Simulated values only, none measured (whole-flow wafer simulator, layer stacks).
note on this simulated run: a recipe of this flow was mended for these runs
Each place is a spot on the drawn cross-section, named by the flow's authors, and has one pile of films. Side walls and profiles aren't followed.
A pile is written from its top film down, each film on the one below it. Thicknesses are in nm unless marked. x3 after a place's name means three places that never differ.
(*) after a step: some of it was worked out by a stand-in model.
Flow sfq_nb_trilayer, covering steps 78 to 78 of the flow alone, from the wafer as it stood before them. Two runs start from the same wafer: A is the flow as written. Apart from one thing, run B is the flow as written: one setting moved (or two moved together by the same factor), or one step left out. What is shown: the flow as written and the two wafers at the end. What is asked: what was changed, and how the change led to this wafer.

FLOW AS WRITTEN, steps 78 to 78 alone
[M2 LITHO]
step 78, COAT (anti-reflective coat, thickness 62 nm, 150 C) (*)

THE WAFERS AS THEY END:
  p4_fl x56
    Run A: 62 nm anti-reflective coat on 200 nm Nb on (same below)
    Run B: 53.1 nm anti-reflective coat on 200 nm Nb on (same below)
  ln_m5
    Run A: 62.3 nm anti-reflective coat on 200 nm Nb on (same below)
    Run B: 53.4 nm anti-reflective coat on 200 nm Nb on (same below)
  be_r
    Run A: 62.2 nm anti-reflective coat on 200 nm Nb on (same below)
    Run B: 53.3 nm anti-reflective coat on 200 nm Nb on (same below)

What caused this: step 78, COAT: thickness 53.1 nm was run, while the flow as written has thickness 62 nm.
The wafer lets one read it off: p4_fl x56 has anti-reflective coat 53.1, and step 78 as written asks for 62 nm.

The path from the change to this, step by step:
  step 78, COAT (anti-reflective coat, thickness 62 nm, 150 C) (*)
      p4_fl x56, wl_j_sl x16, l0r_line_l x3, m0r_space_l x2: A anti-reflective coat gains 62 (new film) | B anti-reflective coat gains 53.1 (new film)
      ln_m5, lsp_m, ln_m6, lsp_r, l0_sur, l0v: A anti-reflective coat gains 62.3 (new film) | B anti-reflective coat gains 53.4 (new film)
      (as well as at 23 more places)
